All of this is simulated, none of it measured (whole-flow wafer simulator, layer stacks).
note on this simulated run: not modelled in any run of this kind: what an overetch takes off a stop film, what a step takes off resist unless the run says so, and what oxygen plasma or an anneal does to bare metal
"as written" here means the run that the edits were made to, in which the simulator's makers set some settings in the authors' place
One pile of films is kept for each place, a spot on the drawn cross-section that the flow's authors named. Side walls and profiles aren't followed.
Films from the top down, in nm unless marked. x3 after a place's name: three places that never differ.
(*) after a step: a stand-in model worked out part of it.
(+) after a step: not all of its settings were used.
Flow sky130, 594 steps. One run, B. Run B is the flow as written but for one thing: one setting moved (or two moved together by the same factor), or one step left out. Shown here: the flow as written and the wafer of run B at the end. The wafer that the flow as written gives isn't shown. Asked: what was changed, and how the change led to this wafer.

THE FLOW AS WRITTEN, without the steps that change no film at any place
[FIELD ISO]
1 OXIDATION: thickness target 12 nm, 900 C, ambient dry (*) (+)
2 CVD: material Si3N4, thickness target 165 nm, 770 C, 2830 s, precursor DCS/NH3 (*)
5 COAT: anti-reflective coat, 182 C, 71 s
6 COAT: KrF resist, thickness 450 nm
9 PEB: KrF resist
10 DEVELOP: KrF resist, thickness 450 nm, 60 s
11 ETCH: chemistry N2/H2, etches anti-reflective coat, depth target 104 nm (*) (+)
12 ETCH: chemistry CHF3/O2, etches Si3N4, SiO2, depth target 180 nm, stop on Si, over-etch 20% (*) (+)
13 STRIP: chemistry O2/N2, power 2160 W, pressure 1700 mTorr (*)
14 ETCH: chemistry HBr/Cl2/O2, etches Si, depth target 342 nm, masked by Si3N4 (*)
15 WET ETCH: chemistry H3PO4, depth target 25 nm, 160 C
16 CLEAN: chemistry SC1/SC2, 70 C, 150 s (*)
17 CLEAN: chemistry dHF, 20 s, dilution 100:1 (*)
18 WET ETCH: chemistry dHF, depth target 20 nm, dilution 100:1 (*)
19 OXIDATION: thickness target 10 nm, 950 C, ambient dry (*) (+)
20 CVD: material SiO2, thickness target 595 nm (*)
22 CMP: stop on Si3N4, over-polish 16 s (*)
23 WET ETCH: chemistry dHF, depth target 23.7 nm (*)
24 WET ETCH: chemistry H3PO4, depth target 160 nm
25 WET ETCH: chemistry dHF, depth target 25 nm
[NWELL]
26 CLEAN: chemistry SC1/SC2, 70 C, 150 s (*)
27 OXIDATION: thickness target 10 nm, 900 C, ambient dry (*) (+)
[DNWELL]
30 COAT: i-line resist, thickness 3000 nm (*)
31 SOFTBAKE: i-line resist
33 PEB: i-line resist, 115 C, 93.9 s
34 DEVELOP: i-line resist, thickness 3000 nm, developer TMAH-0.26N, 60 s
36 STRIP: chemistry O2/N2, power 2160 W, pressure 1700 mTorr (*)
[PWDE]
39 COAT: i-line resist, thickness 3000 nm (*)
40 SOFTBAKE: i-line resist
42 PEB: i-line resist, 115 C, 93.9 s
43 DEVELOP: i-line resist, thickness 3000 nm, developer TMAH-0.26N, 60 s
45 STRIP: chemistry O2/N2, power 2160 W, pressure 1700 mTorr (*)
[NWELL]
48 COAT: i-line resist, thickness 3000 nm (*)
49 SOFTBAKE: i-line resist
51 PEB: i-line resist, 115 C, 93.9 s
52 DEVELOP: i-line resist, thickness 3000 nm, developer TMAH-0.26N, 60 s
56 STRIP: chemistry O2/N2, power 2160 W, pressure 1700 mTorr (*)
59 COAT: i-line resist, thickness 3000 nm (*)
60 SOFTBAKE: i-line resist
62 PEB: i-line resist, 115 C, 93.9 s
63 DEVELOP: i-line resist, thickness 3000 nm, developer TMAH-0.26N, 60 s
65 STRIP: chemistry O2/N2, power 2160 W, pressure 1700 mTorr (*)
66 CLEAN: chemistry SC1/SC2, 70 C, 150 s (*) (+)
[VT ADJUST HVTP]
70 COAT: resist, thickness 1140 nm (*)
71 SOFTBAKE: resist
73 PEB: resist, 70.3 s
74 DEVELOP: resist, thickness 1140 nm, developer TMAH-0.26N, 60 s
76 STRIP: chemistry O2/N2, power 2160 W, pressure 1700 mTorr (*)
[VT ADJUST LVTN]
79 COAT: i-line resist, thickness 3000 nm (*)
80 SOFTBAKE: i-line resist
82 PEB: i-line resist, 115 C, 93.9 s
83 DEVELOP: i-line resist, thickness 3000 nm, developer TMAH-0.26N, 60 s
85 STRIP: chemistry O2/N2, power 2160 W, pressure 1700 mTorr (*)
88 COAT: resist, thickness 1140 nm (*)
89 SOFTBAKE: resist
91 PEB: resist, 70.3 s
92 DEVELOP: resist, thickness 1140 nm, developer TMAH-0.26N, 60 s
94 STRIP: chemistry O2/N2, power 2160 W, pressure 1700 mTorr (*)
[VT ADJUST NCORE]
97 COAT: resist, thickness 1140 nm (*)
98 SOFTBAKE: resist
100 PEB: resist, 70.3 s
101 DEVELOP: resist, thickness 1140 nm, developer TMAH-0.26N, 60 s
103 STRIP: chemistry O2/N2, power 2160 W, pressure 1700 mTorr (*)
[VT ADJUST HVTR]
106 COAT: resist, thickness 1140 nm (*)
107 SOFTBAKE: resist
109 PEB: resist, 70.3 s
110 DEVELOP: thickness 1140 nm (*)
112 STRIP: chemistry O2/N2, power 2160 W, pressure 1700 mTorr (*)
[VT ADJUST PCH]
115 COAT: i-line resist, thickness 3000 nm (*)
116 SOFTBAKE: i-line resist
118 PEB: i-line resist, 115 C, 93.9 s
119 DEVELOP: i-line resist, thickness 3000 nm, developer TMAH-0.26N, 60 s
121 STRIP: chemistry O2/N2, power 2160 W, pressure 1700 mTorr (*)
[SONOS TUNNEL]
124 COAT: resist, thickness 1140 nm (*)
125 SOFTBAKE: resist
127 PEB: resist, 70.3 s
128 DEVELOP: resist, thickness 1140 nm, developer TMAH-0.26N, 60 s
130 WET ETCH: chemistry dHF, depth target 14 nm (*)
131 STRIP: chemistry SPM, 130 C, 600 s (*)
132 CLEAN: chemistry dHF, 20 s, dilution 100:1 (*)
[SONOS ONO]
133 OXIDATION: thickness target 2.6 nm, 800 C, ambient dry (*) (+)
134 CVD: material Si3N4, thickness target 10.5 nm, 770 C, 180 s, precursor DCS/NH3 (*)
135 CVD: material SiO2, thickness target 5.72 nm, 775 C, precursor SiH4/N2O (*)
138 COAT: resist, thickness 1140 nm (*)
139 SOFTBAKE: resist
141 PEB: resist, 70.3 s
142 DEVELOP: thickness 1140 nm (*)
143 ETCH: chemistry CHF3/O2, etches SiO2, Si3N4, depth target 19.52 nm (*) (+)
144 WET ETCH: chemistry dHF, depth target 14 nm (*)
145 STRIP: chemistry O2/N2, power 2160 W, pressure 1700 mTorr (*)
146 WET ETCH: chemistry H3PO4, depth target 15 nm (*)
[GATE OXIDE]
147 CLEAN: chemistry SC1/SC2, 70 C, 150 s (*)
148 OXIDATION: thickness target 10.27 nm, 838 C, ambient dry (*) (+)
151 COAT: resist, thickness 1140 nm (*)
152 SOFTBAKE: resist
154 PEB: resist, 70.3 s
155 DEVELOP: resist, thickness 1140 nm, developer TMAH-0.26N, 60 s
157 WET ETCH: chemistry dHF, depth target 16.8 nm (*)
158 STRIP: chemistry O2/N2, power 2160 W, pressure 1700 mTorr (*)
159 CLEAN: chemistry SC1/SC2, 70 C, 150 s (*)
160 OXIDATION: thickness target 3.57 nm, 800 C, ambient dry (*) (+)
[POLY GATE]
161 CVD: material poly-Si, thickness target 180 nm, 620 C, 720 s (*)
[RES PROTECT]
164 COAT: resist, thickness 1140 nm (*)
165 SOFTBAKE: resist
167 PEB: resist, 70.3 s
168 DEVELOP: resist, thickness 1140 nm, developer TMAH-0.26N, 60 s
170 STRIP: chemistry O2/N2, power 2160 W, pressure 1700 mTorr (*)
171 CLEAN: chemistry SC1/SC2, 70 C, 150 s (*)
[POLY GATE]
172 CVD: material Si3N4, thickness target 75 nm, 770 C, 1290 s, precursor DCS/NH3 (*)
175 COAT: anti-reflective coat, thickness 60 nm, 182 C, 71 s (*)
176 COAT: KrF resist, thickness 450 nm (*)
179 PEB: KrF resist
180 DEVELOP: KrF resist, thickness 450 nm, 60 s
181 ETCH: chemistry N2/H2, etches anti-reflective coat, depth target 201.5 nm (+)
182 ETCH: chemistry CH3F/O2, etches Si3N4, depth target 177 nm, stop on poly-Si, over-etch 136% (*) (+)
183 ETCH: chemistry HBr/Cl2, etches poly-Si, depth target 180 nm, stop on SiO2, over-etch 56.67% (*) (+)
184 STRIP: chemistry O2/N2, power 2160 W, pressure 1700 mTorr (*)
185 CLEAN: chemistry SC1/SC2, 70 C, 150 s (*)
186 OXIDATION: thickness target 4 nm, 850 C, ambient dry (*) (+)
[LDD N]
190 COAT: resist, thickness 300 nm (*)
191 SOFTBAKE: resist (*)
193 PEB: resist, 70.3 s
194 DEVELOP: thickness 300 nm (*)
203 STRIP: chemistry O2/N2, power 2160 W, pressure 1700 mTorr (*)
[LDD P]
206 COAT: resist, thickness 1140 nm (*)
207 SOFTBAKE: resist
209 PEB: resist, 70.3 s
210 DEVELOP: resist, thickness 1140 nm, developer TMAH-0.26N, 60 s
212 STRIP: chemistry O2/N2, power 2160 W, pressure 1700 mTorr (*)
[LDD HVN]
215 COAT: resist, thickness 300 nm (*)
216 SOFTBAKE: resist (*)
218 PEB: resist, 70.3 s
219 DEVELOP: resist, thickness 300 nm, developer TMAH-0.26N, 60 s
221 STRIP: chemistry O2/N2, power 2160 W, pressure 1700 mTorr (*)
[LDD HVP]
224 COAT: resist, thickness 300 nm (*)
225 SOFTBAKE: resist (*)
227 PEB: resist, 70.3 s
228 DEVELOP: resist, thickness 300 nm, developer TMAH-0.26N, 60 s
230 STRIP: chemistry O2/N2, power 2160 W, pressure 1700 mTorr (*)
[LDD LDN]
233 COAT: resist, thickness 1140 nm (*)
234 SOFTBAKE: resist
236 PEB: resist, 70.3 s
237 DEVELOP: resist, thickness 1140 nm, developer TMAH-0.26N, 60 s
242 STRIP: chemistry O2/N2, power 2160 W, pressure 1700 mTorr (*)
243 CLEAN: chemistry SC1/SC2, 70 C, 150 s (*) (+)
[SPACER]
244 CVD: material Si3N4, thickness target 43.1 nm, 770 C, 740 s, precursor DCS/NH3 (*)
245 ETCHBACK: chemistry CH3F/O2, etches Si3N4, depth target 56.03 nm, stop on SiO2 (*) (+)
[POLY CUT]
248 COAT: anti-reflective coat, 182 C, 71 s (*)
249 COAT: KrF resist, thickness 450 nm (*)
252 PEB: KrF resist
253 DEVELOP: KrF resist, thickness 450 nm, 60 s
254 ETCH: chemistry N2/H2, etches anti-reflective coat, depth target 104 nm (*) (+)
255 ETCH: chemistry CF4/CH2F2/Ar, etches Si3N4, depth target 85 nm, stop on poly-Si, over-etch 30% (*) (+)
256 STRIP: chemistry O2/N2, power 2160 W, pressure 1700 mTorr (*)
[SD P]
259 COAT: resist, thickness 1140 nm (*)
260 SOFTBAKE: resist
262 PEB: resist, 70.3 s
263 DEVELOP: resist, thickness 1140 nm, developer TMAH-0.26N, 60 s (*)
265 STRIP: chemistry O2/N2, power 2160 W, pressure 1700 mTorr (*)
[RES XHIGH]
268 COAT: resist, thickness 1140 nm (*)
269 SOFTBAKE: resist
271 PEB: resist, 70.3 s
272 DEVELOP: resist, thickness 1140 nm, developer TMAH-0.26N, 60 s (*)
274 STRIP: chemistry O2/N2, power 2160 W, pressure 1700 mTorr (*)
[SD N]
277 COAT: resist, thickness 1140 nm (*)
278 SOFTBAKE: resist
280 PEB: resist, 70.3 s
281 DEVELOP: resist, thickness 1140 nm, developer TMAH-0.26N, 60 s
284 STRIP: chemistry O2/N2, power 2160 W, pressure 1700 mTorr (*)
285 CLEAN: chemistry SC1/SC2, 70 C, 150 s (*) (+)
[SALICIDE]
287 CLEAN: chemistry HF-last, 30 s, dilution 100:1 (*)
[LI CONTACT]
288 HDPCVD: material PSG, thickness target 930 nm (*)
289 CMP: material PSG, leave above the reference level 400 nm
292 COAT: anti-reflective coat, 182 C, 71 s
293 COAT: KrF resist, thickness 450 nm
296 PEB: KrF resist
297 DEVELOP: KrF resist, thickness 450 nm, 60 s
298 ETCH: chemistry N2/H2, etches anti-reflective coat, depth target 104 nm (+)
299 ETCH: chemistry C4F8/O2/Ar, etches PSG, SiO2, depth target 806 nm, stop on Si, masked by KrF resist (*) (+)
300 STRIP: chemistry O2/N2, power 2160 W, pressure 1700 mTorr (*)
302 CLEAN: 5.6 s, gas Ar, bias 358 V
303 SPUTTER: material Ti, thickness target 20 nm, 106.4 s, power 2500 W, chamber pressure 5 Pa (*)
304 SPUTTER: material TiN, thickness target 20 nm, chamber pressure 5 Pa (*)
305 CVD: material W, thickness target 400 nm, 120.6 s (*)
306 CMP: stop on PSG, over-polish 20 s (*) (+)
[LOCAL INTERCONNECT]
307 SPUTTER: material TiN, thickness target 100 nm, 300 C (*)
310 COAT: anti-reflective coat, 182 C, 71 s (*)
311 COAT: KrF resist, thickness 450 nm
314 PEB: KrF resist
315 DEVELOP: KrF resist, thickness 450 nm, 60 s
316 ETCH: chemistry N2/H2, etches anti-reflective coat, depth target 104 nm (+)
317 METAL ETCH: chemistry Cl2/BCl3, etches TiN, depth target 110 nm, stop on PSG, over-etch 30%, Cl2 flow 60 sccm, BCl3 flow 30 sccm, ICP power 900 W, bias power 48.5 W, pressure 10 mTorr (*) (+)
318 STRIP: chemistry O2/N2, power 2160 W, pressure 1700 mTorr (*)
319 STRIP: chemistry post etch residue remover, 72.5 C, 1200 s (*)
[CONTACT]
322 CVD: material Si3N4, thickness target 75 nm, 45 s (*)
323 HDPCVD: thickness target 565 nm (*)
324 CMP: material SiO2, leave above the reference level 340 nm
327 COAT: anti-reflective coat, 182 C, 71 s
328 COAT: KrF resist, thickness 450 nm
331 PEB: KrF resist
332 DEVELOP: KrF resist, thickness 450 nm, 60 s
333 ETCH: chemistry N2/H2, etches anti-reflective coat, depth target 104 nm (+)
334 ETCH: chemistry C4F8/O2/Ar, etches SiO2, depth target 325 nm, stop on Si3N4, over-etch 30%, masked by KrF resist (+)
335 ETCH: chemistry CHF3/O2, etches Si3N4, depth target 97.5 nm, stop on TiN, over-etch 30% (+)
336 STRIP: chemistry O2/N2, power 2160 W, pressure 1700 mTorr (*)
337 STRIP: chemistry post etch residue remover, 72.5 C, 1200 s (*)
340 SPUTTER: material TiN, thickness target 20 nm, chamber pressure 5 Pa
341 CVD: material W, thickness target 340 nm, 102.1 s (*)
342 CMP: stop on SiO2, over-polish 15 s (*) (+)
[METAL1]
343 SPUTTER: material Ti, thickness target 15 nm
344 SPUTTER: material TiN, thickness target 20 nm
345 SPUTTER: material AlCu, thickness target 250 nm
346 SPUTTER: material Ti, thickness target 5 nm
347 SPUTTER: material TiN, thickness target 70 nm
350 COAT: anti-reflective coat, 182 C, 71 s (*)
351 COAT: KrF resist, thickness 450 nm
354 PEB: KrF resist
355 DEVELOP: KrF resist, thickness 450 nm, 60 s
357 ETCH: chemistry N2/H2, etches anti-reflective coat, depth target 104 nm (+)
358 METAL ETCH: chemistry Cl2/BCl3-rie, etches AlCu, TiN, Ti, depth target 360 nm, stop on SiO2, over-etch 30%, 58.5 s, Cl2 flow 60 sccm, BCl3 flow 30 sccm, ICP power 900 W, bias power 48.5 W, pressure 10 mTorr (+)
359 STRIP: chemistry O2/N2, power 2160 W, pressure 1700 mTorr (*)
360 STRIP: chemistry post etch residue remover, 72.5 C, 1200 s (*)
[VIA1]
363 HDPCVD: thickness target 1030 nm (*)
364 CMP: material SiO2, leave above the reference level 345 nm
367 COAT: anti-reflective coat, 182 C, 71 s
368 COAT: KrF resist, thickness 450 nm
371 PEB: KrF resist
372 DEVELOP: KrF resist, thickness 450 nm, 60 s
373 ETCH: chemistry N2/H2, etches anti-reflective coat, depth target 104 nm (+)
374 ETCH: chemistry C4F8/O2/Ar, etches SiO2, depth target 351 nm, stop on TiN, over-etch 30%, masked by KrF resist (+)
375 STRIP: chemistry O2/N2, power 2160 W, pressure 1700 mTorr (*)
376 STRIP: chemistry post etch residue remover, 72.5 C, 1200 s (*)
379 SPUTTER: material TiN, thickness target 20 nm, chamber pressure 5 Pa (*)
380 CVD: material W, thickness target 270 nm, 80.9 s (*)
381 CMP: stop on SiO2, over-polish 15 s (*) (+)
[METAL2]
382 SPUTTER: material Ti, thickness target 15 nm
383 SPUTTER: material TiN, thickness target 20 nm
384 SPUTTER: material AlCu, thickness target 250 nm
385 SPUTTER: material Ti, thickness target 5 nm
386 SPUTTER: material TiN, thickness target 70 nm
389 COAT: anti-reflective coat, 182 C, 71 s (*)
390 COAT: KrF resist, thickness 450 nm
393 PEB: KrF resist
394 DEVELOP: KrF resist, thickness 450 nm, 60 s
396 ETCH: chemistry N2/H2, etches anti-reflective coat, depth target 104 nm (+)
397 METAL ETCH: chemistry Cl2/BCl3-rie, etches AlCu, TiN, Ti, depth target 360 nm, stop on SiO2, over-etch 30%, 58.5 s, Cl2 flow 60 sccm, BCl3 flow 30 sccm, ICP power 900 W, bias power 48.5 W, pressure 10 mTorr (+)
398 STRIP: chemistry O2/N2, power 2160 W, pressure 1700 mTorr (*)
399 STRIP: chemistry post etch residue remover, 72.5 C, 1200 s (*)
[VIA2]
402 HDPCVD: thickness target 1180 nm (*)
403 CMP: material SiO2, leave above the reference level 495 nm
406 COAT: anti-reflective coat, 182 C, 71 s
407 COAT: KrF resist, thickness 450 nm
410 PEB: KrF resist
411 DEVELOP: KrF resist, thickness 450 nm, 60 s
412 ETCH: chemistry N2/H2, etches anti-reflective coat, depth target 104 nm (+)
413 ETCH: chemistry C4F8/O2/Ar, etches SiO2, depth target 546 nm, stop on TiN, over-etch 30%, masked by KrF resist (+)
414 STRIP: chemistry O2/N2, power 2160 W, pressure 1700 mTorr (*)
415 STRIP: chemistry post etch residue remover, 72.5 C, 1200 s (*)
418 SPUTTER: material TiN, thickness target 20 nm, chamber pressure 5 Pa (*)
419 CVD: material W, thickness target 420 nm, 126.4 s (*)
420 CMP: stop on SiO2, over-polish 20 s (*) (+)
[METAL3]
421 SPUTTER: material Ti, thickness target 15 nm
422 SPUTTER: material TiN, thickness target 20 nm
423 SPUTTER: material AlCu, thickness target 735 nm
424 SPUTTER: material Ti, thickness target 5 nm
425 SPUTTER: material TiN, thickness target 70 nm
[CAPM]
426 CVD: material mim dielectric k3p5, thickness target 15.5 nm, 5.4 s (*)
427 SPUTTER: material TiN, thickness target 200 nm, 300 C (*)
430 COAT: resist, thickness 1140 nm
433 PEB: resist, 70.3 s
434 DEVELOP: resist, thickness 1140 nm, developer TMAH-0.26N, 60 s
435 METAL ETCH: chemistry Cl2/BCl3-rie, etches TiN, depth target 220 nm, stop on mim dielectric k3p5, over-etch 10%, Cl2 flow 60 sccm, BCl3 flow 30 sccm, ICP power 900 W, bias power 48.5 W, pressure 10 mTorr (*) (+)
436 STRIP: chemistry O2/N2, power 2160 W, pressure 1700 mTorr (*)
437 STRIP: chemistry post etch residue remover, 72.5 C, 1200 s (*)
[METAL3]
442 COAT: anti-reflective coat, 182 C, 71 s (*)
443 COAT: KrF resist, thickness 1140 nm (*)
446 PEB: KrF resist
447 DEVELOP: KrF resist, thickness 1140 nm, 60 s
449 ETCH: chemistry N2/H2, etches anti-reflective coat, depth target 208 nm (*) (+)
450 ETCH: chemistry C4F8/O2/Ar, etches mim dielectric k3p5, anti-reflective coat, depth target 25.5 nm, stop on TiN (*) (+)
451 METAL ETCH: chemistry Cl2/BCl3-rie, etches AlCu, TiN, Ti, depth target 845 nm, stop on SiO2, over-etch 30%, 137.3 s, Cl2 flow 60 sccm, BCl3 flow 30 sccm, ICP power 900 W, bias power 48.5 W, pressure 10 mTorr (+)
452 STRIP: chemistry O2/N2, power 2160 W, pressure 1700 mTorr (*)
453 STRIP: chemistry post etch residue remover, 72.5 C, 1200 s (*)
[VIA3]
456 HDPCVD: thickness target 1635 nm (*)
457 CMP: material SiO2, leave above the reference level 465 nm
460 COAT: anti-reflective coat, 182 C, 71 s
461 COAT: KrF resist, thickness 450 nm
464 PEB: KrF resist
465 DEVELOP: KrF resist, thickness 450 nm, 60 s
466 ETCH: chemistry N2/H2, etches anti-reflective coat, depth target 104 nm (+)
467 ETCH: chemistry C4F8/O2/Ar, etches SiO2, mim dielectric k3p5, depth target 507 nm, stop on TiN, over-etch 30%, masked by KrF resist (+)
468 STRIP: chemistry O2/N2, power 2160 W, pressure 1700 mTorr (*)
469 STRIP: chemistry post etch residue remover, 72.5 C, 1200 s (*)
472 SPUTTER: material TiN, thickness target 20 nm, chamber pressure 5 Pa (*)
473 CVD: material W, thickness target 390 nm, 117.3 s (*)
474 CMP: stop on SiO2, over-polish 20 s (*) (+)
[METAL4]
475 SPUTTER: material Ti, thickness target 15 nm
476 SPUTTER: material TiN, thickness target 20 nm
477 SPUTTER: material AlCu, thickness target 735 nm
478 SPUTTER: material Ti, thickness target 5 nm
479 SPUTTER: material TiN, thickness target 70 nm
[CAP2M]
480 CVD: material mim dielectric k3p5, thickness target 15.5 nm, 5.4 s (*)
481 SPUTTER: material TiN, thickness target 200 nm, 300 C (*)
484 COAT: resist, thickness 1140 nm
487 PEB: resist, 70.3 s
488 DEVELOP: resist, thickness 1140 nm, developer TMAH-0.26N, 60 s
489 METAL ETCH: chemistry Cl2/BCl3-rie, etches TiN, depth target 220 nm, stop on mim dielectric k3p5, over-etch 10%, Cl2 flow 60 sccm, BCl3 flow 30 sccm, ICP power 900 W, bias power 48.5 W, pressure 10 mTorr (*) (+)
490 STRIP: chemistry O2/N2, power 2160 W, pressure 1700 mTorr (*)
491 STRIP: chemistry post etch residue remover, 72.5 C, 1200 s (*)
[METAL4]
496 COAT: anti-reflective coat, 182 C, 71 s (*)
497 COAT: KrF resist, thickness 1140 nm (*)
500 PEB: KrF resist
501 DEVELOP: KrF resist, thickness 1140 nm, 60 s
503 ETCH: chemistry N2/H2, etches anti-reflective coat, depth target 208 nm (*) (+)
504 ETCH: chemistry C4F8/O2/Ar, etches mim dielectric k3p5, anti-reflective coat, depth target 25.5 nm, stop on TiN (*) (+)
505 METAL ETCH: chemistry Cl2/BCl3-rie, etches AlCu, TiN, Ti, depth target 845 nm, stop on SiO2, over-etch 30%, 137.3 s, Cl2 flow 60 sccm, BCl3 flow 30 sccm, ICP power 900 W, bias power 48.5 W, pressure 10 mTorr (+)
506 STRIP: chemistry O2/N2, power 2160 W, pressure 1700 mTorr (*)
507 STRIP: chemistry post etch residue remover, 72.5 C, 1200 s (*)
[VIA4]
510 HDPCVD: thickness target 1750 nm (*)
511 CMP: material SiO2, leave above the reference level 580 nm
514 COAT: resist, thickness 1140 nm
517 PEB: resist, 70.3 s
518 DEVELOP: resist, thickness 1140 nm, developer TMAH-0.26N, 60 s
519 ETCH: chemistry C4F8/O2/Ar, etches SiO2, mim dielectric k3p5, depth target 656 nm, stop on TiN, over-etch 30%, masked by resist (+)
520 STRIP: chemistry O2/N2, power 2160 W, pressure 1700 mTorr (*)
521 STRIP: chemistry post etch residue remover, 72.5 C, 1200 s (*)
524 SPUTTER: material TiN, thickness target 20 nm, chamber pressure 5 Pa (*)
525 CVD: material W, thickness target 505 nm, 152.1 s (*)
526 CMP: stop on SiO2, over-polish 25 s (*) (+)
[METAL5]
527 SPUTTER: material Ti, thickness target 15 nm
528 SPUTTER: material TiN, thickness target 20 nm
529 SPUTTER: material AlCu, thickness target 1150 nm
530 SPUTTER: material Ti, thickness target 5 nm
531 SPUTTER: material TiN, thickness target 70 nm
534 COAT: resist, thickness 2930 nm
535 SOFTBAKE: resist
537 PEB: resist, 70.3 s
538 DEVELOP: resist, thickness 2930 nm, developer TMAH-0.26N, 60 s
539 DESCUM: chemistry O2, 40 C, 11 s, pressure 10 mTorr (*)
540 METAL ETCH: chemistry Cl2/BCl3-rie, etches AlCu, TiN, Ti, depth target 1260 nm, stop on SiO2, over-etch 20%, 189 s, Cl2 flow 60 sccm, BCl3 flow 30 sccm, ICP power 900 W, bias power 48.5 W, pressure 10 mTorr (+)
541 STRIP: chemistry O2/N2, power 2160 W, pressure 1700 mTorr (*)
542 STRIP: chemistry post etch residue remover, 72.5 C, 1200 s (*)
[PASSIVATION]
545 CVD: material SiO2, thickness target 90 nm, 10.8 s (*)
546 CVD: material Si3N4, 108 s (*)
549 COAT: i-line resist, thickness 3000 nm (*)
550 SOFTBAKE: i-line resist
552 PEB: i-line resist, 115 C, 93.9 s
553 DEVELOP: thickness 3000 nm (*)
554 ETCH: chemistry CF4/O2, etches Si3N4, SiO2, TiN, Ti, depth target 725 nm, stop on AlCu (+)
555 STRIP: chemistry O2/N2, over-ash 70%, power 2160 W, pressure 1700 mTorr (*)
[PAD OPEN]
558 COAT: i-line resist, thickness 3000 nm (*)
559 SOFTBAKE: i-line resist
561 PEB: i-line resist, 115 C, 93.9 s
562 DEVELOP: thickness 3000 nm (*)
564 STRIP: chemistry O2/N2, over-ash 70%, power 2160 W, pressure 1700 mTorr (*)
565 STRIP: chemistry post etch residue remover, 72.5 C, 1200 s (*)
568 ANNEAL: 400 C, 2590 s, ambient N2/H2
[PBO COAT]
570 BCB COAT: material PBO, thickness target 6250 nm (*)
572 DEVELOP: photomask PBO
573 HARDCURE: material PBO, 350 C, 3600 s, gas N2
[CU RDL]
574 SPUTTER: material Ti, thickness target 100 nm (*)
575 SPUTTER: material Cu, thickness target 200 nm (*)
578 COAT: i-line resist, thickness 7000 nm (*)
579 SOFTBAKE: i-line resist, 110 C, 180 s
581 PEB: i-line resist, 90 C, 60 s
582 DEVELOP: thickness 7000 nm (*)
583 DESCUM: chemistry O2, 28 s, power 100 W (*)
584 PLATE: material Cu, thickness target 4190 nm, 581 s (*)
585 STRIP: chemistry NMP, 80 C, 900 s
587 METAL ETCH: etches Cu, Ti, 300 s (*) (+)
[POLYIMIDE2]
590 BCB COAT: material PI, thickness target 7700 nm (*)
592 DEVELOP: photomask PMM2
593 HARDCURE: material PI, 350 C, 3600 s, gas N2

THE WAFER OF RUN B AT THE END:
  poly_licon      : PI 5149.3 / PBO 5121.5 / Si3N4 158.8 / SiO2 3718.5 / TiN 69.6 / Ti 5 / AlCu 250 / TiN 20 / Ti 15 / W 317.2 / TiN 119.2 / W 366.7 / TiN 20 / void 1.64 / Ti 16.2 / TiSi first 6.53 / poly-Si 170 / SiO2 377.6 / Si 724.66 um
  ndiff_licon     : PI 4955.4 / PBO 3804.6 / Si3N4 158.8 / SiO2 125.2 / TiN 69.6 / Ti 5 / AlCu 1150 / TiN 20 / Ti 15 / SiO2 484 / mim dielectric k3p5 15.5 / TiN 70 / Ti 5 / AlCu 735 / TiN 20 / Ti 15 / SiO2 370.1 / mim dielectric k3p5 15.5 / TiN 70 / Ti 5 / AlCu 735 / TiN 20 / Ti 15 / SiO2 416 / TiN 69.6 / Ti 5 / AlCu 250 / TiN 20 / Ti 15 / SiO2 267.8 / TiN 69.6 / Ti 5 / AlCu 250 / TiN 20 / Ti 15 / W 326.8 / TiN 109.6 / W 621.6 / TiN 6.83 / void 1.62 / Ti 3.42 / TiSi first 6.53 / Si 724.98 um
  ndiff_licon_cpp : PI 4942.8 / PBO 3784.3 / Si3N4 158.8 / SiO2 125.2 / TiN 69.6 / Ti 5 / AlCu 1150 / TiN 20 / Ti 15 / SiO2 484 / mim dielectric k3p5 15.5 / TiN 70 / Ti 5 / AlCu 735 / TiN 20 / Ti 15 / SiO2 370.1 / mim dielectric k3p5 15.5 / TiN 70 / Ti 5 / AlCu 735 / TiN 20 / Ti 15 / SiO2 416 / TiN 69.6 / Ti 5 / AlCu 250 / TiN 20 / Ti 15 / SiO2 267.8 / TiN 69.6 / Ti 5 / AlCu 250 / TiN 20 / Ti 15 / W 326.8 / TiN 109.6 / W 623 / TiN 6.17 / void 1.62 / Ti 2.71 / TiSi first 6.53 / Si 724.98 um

The cause: step 568, ANNEAL: 1942 s was run, where the flow has 2590 s.

How the change led to this, step by step:
  568 ANNEAL: 400 C, 2590 s, ambient N2/H2
      poly_licon, rpo_hd_licon: under 11 films: void +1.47 (new film), Ti -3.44, TiSi first +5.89 (new film), poly-Si -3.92 (as written it would be: under 11 films: void +1.65 (new film), Ti -3.85, TiSi first +6.58 (new film), poly-Si -4.38)
      ndiff_licon, ndiff_licon_cpp: under 37 films: void +1.46 (new film), Ti -3.44, TiSi first +5.89 (new film), Si -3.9 (as written it would be: under 37 films: void +1.63 (new film), Ti -3.85, TiSi first +6.58 (new film), Si -4.36)
